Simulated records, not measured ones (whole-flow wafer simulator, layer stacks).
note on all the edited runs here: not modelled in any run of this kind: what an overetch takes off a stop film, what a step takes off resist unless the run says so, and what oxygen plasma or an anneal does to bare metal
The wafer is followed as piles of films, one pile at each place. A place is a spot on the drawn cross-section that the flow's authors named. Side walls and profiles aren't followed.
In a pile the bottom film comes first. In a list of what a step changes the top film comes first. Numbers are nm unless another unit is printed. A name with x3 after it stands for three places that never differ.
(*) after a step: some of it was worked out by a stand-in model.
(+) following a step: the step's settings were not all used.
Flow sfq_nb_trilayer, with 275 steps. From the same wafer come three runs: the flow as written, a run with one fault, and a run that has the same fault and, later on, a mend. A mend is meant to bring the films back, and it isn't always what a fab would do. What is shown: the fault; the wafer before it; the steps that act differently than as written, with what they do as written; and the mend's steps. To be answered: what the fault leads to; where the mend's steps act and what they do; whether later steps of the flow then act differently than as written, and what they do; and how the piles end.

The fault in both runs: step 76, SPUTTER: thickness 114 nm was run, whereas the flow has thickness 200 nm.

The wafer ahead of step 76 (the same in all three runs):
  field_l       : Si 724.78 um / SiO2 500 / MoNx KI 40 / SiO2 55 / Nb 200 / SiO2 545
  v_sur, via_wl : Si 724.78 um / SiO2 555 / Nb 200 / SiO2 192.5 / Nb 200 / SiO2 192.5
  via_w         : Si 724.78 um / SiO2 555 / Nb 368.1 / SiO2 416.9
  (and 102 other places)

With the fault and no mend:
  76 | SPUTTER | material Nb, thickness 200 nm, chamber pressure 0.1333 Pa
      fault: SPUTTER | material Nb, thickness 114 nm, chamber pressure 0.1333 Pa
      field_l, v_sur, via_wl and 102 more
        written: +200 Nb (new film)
        fault: +114 Nb (new film)
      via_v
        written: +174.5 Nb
        fault: +100.3 Nb
  Later steps of the flow acting differently than as written (not shown: 4 more steps that differ only slightly, by at most 2% or 0.5 nm, whichever is larger):
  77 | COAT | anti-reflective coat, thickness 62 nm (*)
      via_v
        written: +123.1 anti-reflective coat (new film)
        fault: +119.3 anti-reflective coat (new film)
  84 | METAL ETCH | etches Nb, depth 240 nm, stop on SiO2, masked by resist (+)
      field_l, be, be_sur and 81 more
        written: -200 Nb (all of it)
        fault: -114 Nb (all of it)
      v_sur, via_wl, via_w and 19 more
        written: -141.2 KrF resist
        fault: -100.6 KrF resist
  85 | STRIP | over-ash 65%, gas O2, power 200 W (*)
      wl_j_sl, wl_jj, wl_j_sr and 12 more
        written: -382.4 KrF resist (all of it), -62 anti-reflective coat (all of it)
        fault: -423 KrF resist (all of it), -62 anti-reflective coat (all of it)
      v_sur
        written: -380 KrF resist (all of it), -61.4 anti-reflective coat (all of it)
        fault: -420.7 KrF resist (all of it), -61.4 anti-reflective coat (all of it)
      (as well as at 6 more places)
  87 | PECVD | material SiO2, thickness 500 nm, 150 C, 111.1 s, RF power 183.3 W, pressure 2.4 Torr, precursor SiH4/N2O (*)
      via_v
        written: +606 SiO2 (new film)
        fault: +584.9 SiO2 (new film)
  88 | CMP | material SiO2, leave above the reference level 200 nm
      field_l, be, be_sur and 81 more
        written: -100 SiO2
        fault: -186 SiO2
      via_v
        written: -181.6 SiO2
        fault: -172.3 SiO2
  By the end, the piles at field_l, v_sur, via_wl and 103 more depart from the flow's by more than 2% or 0.5 nm, whichever is larger.
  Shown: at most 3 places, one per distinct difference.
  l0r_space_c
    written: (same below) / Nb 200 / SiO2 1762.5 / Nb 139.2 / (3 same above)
    fault: (same below) / Nb 200 / SiO2 1676.5 / Nb 139.2 / (3 same above)
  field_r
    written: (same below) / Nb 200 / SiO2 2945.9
    fault: (same below) / Nb 200 / SiO2 2859.9
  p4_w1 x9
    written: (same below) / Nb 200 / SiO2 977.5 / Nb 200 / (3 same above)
    fault: (same below) / Nb 200 / SiO2 891.5 / Nb 200 / (3 same above)

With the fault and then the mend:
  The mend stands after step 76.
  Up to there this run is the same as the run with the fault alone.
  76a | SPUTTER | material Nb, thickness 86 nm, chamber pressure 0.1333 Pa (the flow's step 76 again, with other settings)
      field_l, v_sur, via_wl and 102 more
        +86 Nb
      via_v
        +70 Nb
  None of the later steps of the flow differs from how it acts as written, at any place that is followed, by more than 2% or 0.5 nm, whichever is larger.
  At the end the piles are close to the flow's at the places that both follow, differing by at most 2% or 0.5 nm, whichever is larger.
